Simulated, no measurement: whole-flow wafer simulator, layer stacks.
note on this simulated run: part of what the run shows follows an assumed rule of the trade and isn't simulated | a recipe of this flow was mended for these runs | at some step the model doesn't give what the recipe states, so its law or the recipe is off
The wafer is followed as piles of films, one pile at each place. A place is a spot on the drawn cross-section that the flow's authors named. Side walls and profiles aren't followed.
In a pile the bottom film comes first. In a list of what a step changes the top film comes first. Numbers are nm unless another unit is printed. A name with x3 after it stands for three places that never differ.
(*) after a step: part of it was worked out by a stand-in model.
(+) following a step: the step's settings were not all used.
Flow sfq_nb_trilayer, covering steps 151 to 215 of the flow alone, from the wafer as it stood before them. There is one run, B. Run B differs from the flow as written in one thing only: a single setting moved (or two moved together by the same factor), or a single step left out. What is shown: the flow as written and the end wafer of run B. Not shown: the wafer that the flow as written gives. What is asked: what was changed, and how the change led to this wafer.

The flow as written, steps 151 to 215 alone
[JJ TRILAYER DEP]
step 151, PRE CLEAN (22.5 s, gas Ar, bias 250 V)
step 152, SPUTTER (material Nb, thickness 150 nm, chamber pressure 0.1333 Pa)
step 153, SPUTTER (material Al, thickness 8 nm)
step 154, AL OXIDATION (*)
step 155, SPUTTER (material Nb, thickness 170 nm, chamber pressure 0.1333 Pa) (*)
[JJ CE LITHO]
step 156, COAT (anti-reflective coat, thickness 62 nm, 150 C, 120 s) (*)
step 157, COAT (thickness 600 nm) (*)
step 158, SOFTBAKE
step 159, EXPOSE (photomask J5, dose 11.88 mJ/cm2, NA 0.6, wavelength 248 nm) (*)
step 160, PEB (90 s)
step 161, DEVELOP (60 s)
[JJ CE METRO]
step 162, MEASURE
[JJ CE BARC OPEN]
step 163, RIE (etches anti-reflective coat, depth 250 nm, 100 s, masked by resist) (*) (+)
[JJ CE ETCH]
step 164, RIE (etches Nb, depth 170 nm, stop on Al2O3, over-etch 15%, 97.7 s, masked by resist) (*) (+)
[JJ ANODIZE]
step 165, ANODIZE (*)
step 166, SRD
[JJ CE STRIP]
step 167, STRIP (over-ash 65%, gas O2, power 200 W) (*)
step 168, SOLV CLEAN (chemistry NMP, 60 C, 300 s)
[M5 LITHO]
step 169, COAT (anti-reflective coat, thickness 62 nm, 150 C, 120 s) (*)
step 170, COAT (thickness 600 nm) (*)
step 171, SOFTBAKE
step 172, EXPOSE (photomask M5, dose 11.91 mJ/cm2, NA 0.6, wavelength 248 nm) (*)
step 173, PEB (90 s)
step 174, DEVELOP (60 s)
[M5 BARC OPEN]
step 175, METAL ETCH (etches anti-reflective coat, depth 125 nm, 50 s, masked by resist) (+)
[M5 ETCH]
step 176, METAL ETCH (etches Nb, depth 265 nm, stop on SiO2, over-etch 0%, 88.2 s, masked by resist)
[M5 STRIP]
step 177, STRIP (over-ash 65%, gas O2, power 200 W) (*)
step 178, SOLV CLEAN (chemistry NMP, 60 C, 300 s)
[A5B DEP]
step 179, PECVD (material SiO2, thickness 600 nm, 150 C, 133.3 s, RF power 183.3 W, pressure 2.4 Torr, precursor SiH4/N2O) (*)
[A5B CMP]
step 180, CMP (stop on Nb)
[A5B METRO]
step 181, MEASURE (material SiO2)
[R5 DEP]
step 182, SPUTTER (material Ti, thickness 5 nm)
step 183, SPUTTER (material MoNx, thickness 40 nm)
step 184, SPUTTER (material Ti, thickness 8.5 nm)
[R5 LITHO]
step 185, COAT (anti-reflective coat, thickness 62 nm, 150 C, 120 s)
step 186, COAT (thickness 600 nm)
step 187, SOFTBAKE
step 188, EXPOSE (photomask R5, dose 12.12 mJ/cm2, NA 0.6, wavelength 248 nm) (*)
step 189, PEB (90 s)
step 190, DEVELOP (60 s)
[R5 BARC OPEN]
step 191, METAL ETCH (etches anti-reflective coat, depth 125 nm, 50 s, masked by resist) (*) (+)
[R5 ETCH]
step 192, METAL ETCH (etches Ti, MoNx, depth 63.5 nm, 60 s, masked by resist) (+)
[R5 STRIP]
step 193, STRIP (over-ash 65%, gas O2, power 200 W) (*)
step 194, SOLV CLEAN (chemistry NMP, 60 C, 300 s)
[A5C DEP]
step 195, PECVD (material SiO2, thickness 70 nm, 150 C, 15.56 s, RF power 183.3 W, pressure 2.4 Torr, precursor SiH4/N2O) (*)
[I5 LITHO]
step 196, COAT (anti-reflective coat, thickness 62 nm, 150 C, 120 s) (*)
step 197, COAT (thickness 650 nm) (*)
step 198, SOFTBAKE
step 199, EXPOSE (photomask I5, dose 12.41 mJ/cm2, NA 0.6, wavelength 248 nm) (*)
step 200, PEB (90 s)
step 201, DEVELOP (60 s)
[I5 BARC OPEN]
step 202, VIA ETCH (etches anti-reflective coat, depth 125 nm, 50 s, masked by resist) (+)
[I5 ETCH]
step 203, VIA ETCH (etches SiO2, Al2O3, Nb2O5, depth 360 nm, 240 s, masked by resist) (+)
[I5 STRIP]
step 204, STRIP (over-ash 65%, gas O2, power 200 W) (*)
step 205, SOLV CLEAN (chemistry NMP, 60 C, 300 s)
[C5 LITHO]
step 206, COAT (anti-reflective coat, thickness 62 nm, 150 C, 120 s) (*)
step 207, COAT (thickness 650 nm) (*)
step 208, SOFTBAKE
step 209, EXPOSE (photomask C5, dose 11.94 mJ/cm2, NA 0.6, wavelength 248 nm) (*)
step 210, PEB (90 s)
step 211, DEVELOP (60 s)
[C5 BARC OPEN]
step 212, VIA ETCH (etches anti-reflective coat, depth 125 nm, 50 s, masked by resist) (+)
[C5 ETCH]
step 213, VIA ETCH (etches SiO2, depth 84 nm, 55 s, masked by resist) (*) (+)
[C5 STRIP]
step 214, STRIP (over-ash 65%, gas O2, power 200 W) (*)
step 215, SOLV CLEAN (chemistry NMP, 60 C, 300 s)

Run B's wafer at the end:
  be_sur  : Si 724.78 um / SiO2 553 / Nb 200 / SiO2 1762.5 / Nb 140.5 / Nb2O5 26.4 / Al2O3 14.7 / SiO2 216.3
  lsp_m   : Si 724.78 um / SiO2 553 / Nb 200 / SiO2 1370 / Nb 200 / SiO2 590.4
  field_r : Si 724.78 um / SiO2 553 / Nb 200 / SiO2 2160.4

The reason: step 153, SPUTTER: thickness 9.2 nm was run, while the flow as written has thickness 8 nm.

Step by step, how the change led to this:
  step 153, SPUTTER (material Al, thickness 8 nm)
      field_l, v_sur, via_sp and 100 more: Al gains 9.2 (new film) (it would be, as written: Al gains 8 (new film))
      via_wl, via_wr: Al gains 5.9 (new film) (it would be, as written: Al gains 5.13 (new film))
      (and at 1 other place as well)
  step 165, ANODIZE (*)
      field_l, v_sur, via_sp and 96 more: Al2O3 gains 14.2, Nb2O5 gains 26.4 (new film), Al loses 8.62 (all of it), Nb loses 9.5 (it would be, as written: Al2O3 gains 12.2, Nb2O5 gains 29.9 (new film), Al loses 7.42 (all of it), Nb loses 10.8)
      via_wl, via_wr: Al2O3 gains 8.77 (new film), Nb2O5 gains 36.9 (new film), Al loses 5.32 (all of it), Nb loses 13.3 (it would be, as written: Al2O3 gains 7.51 (new film), Nb2O5 gains 39.2 (new film), Al loses 4.55 (all of it), Nb loses 14.1)
      (and at 1 other place as well)
  step 169, COAT (anti-reflective coat, thickness 62 nm, 150 C, 120 s) (*)
      ce_l: anti-reflective coat gains 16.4 (new film) (it would be, as written: anti-reflective coat gains 17.1 (new film))
  step 176, METAL ETCH (etches Nb, depth 265 nm, stop on SiO2, over-etch 0%, 88.2 s, masked by resist)
      field_l, r_end, moat and 46 more: Al2O3 loses 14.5 (all of it), Nb2O5 loses 26.4 (all of it), Nb loses 140.5 (all of it), SiO2 loses 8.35 (it would be, as written: Al2O3 loses 12.6 (all of it), Nb2O5 loses 29.9 (all of it), Nb loses 139.2 (all of it), SiO2 loses 8.33)
      r_sur, wl_a_sl, wl_a_m6: Al2O3 loses 14.5 (all of it), Nb2O5 loses 26.4 (all of it), Nb loses 140.5 (all of it), SiO2 loses 8.36 (it would be, as written: Al2O3 loses 12.5 (all of it), Nb2O5 loses 29.9 (all of it), Nb loses 139.2 (all of it), SiO2 loses 8.33)
      (and at 1 other place as well)
  step 177, STRIP (over-ash 65%, gas O2, power 200 W) (*)
      ce_l: KrF-resist-other-grade loses 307 (all of it), anti-reflective coat loses 16.4 (all of it) (it would be, as written: KrF-resist-other-grade loses 307.2 (all of it), anti-reflective coat loses 17.1 (all of it))
  step 203, VIA ETCH (etches SiO2, Al2O3, Nb2O5, depth 360 nm, 240 s, masked by resist) (+)
      be: SiO2 loses 216 (all of it), Al2O3 loses 14.7 (all of it), Nb2O5 loses 26.4 (all of it), Nb loses 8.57 (it would be, as written: SiO2 loses 214.5 (all of it), Al2O3 loses 12.7 (all of it), Nb2O5 loses 29.9 (all of it), Nb loses 8.57)
